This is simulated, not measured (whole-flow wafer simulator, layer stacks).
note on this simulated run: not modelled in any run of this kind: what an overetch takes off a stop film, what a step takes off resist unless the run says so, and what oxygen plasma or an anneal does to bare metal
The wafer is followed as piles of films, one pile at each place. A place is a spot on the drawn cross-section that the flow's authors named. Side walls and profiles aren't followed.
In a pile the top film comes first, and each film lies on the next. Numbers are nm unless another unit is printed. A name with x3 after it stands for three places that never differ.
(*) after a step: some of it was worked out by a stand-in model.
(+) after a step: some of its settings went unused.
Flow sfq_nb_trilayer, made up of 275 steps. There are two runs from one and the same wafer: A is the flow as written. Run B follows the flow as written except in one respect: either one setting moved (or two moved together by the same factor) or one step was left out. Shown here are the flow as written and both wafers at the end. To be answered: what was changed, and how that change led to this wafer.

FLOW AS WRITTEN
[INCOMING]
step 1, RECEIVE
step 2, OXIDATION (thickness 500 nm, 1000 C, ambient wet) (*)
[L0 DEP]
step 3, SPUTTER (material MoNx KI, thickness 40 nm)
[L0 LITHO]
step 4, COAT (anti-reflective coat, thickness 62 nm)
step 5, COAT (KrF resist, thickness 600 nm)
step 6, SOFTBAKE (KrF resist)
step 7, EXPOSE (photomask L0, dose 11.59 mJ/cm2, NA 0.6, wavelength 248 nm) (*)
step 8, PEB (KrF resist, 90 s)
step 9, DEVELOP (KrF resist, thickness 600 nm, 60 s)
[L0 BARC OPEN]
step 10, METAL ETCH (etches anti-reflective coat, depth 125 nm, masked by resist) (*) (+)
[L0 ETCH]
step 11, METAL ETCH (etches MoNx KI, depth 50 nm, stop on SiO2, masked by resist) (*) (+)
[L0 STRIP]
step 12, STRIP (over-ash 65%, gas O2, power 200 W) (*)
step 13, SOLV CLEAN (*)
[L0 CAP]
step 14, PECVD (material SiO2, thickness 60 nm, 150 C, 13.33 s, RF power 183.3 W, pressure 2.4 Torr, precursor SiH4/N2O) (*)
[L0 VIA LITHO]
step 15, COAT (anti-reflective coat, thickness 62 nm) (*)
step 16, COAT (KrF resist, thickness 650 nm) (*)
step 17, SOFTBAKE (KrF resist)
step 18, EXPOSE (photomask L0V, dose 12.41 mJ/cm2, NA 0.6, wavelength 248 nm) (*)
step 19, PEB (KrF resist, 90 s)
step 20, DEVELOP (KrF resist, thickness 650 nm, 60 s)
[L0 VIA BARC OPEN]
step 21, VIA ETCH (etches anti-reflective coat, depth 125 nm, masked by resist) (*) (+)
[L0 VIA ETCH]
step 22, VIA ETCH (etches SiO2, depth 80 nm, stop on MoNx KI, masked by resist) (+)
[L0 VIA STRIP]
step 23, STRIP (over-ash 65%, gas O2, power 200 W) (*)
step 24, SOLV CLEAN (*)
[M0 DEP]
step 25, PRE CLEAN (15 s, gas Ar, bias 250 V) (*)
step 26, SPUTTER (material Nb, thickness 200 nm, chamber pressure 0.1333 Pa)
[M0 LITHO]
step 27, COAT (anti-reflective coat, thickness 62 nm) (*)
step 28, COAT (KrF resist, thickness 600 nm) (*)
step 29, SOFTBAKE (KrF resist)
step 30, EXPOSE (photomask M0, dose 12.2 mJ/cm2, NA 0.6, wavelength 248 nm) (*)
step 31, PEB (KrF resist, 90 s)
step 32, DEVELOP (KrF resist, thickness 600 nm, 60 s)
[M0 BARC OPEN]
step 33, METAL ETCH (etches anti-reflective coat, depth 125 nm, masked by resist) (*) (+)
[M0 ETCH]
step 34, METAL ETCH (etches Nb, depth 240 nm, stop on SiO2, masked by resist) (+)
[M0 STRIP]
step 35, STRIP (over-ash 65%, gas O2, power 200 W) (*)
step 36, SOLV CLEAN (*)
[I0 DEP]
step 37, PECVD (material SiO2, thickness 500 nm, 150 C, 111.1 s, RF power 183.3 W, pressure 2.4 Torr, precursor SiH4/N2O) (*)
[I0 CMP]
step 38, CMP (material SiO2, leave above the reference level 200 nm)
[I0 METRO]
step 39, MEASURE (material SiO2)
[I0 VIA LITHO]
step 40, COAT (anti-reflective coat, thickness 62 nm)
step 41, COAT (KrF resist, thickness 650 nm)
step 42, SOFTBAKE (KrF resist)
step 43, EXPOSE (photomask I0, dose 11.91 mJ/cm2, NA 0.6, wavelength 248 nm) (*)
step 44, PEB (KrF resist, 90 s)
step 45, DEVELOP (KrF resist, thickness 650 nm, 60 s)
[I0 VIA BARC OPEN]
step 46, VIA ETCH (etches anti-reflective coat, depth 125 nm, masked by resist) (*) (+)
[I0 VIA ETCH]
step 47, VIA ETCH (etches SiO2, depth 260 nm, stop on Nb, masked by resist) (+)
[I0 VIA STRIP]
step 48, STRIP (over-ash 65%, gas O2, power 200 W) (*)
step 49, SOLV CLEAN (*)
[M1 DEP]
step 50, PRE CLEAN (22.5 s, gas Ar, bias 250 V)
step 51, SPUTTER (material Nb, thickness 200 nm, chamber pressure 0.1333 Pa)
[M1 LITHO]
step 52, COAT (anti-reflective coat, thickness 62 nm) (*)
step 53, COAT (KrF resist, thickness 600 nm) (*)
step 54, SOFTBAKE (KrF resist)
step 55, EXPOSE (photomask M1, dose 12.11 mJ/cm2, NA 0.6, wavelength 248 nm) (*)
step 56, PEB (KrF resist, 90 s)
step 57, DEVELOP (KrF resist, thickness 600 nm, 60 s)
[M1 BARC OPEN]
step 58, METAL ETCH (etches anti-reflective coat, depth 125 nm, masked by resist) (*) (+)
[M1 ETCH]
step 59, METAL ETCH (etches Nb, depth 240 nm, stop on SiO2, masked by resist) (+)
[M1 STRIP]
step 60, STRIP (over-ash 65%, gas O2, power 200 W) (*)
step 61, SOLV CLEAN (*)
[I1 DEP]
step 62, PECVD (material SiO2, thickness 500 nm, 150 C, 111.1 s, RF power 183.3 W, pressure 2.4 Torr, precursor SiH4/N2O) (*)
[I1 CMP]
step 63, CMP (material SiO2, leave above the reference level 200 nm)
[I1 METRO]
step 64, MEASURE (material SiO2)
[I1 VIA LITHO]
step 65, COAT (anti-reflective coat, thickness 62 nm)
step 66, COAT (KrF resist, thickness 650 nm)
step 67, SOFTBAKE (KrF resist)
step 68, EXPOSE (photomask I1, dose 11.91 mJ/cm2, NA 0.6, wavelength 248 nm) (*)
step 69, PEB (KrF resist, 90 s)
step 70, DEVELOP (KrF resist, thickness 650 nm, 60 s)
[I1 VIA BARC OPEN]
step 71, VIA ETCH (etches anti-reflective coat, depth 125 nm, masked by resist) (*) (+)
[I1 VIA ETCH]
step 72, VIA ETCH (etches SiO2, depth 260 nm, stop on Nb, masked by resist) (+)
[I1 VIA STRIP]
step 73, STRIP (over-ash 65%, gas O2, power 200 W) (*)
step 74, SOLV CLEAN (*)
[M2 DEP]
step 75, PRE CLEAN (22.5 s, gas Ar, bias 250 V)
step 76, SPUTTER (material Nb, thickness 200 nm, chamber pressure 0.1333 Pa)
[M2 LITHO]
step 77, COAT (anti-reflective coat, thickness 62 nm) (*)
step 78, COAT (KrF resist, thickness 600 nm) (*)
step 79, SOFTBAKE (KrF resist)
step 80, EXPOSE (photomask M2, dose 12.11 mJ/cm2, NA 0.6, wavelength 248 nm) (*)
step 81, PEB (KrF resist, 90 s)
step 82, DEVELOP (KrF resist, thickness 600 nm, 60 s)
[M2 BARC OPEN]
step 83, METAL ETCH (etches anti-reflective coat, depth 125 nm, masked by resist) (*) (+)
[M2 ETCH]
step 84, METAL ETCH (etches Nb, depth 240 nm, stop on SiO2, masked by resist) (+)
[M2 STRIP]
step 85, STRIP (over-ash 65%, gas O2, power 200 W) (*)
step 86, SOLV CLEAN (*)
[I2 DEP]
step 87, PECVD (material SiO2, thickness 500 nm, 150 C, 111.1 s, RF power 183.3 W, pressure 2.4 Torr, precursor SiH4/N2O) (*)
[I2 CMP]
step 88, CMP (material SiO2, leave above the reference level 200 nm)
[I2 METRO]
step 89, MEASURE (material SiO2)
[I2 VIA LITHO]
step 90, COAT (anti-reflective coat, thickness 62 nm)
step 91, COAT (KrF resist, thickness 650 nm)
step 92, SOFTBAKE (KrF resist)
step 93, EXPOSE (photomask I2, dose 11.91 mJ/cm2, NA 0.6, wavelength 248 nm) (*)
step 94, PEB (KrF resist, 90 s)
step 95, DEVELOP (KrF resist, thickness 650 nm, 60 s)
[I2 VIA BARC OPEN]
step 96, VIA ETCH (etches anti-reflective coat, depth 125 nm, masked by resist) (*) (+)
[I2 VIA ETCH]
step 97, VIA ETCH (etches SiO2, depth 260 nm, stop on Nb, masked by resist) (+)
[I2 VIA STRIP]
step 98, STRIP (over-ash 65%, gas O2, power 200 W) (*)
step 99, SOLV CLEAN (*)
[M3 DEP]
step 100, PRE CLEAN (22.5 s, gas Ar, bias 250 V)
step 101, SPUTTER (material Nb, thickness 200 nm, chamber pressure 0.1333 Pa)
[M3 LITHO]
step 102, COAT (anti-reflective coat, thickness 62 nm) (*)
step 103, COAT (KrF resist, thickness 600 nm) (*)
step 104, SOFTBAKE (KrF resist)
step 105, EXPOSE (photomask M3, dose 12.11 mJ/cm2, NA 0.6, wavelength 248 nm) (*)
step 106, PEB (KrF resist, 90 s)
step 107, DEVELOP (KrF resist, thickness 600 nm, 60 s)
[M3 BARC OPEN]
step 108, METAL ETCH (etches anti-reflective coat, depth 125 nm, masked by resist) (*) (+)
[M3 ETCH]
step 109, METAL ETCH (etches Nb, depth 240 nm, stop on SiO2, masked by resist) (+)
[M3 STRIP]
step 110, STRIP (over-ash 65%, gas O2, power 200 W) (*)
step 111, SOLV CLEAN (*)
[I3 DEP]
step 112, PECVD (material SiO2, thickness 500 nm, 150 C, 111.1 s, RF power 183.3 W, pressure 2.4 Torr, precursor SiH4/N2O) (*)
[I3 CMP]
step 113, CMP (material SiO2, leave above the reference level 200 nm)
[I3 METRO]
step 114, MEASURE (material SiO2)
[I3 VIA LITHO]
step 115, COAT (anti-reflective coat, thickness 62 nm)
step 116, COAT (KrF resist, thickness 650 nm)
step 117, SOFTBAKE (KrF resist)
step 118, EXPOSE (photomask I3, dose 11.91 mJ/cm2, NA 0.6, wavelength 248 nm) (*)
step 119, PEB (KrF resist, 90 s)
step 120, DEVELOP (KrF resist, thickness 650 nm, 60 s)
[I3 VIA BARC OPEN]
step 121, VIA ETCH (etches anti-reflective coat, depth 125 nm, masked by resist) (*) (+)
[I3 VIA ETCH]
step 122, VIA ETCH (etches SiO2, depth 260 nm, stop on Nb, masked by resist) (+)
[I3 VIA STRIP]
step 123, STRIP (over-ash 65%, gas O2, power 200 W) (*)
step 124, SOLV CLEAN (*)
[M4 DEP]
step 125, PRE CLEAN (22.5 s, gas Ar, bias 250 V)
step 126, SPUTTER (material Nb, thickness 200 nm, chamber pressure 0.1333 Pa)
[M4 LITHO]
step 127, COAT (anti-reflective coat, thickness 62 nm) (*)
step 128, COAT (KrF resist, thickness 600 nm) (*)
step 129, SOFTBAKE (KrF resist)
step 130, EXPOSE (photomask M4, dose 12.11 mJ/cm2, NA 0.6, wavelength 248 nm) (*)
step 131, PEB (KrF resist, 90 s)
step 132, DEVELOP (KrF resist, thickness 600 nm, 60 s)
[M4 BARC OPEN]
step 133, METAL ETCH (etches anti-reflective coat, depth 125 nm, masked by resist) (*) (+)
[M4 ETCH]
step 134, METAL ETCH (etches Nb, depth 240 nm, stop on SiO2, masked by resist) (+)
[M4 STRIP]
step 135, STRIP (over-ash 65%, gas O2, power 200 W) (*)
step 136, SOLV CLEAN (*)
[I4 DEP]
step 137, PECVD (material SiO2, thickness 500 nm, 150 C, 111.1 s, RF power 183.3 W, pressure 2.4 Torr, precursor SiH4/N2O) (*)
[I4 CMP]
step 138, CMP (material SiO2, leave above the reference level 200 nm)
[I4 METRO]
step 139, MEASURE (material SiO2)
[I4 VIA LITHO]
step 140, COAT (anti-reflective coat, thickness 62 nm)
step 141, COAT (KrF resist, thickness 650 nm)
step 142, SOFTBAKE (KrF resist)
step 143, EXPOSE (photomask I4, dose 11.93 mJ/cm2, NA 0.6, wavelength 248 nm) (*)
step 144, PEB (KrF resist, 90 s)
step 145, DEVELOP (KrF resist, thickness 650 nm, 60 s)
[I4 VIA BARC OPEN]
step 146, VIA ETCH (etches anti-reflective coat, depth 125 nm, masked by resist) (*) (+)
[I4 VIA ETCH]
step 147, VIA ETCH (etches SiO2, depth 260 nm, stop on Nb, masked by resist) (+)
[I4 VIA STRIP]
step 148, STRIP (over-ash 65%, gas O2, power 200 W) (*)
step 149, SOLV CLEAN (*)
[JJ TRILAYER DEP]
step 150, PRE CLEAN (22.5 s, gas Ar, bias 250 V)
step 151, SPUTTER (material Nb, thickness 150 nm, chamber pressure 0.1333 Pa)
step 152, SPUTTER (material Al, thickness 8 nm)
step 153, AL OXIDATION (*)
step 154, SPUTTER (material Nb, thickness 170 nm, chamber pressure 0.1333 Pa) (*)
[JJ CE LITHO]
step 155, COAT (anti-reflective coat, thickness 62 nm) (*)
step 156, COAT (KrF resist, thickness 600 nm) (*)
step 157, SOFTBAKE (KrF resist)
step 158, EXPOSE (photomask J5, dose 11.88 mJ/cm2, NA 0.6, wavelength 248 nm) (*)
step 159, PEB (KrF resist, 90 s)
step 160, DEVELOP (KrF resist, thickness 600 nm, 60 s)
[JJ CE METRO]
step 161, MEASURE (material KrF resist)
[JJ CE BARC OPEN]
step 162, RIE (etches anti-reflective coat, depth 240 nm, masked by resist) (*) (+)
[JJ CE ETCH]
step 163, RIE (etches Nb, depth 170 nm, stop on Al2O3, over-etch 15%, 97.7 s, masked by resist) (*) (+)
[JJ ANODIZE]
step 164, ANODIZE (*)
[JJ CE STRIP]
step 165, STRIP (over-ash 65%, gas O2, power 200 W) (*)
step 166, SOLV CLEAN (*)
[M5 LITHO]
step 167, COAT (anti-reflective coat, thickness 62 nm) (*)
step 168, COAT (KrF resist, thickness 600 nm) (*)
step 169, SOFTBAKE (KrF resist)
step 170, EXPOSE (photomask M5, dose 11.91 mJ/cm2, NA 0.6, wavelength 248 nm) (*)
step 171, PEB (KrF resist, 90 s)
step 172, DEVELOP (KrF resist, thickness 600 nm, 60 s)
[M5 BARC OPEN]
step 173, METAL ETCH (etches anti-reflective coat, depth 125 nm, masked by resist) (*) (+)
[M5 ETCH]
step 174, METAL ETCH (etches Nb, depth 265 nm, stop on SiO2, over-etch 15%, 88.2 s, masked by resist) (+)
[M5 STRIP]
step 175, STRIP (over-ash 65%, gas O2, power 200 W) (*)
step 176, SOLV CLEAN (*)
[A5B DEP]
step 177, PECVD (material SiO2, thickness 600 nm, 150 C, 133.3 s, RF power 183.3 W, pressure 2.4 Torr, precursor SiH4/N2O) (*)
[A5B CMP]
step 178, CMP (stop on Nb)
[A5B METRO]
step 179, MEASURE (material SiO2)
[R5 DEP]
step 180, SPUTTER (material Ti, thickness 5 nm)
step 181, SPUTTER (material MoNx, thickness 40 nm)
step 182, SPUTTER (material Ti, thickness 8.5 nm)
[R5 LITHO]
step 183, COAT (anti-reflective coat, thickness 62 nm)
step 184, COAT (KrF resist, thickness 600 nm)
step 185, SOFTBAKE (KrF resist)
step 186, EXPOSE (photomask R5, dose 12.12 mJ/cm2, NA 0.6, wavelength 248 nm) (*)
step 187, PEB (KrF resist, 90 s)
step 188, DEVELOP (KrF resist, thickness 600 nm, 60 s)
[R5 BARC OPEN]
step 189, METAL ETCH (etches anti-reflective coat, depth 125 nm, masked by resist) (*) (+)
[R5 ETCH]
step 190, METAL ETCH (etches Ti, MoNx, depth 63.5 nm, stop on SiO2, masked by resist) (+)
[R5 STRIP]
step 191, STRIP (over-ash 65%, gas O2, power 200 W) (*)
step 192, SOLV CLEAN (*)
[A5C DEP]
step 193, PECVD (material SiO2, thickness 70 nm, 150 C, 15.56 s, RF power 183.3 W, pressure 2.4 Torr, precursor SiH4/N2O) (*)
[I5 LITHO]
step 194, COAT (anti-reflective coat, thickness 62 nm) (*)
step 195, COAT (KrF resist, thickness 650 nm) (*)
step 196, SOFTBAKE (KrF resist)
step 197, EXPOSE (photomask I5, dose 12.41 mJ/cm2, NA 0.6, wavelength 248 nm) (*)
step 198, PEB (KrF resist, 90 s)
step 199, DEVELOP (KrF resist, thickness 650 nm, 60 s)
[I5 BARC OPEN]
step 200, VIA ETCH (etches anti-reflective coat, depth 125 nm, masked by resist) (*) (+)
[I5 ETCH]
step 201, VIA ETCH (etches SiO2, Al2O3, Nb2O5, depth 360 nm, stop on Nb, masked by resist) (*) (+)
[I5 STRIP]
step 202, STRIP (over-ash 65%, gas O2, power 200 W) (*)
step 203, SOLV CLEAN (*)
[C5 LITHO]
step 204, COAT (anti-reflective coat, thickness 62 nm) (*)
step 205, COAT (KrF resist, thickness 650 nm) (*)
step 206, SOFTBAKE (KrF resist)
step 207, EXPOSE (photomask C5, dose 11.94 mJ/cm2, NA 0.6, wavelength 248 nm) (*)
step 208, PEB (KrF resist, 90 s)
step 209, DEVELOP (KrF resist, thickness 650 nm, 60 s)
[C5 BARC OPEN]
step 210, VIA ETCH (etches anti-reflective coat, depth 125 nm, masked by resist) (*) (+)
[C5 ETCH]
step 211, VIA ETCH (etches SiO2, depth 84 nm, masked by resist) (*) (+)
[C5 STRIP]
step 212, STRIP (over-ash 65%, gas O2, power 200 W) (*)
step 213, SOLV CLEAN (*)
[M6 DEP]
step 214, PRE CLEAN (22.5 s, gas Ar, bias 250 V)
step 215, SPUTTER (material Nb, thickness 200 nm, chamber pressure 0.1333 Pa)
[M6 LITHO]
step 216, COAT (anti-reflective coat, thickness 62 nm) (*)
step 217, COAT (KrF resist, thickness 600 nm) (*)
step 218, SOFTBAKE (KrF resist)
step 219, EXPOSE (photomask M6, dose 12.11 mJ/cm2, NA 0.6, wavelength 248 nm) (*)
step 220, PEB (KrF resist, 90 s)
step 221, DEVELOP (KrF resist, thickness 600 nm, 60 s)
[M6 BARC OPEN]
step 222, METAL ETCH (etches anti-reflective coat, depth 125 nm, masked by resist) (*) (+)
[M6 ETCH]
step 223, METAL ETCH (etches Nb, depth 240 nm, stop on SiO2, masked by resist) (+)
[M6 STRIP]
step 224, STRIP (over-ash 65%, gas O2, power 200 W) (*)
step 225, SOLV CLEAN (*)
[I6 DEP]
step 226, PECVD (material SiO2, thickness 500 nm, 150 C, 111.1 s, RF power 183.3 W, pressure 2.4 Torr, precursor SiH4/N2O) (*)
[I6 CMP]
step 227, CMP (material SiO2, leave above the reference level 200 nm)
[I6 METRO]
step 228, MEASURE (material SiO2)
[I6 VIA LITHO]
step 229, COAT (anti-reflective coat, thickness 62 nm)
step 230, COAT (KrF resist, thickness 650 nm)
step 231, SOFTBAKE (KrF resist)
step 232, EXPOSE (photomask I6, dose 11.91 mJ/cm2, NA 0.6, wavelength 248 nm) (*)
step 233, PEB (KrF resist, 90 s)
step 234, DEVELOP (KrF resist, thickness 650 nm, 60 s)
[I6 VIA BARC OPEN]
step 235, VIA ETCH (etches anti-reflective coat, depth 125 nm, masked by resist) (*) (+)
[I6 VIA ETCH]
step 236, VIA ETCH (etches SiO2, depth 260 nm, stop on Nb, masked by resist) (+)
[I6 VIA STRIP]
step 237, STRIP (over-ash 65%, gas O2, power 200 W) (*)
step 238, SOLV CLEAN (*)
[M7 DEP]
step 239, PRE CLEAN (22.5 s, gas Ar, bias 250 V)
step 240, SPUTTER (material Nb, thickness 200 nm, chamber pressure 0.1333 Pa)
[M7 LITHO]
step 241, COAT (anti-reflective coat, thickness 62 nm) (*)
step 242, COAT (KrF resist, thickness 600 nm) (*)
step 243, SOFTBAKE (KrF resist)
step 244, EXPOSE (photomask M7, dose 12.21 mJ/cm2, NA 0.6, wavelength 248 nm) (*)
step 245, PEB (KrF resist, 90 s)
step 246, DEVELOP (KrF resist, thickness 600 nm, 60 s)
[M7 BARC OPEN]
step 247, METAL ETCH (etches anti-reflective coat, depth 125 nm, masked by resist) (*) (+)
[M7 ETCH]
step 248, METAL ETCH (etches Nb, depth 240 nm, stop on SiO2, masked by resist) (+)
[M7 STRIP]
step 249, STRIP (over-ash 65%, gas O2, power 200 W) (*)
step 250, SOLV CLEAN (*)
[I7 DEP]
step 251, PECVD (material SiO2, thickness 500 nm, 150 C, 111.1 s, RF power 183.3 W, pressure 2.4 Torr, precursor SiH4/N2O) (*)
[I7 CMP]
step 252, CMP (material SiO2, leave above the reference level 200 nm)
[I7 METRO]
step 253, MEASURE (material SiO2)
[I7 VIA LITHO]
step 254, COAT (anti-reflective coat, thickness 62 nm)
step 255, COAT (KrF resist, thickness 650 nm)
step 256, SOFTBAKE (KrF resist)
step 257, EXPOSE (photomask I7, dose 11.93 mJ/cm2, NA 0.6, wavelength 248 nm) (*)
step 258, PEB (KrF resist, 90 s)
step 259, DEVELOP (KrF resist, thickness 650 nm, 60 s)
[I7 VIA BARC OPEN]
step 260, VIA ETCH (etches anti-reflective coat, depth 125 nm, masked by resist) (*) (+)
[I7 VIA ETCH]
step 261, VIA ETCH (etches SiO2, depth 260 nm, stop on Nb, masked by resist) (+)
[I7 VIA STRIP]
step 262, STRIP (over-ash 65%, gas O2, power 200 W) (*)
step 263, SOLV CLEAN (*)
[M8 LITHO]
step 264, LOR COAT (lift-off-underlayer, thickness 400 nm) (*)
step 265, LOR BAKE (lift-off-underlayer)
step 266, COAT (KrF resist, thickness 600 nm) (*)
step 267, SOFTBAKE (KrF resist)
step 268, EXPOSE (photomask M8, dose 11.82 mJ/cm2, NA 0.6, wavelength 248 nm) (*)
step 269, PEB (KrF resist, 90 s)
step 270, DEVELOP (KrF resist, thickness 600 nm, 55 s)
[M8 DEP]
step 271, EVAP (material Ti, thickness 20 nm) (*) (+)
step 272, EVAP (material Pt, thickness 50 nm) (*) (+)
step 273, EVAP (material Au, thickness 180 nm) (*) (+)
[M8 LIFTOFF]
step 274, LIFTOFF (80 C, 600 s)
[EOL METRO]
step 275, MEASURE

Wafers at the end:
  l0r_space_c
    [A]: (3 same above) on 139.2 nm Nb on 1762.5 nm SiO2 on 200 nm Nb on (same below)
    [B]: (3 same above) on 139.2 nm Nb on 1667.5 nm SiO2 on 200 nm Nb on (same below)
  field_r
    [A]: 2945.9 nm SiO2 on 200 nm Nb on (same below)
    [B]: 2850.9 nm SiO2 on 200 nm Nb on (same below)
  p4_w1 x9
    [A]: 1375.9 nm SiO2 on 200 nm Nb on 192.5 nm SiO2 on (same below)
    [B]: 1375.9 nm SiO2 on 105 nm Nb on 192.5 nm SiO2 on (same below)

What caused this: step 126, SPUTTER: thickness 105 nm was run, while the flow as written has thickness 200 nm.
One can read it off the wafer: p4_w1 x9 has Nb 105, and step 126 as written asks for 200 nm.

How this came from the change, step by step:
  step 126, SPUTTER (material Nb, thickness 200 nm, chamber pressure 0.1333 Pa)
      field_l, v_sur, via_wl and 102 more: A +200 Nb (new film) | B +105 Nb (new film)
      via_v: A +165.5 Nb | B +86.6 Nb
  step 127, COAT (anti-reflective coat, thickness 62 nm) (*)
      via_v: A +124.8 anti-reflective coat (new film) | B +120.1 anti-reflective coat (new film)
  step 134, METAL ETCH (etches Nb, depth 240 nm, stop on SiO2, masked by resist) (+)
      field_l, be, be_sur and 64 more: A -200 Nb (all of it) | B -105 Nb (all of it)
      v_sur, via_wl, via_w and 36 more: A -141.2 KrF resist | B -92.6 KrF resist
  step 135, STRIP (over-ash 65%, gas O2, power 200 W) (*)
      p4_fl x3, p4_w1 x9, p4_g1 x2 and 15 more: A -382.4 KrF resist (all of it), -62 anti-reflective coat (all of it) | B -430.9 KrF resist (all of it), -62 anti-reflective coat (all of it)
      ln_m5, lsp_m, ln_m6: A -381.9 KrF resist (all of it), -61.8 anti-reflective coat (all of it) | B -430.5 KrF resist (all of it), -61.8 anti-reflective coat (all of it)
      (and at 7 other places as well)
  step 137, PECVD (material SiO2, thickness 500 nm, 150 C, 111.1 s, RF power 183.3 W, pressure 2.4 Torr, precursor SiH4/N2O) (*)
      p3_s0 x6: A +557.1 SiO2 | B +500 SiO2
      via_v: A +615 SiO2 (new film) | B +588.6 SiO2 (new film)
  step 138, CMP (material SiO2, leave above the reference level 200 nm)
      field_l, be, be_sur and 55 more: A -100 SiO2 | B -195 SiO2
      p3_s0 x6: A -157.1 SiO2 | B -195 SiO2
      (and at 4 other places as well)
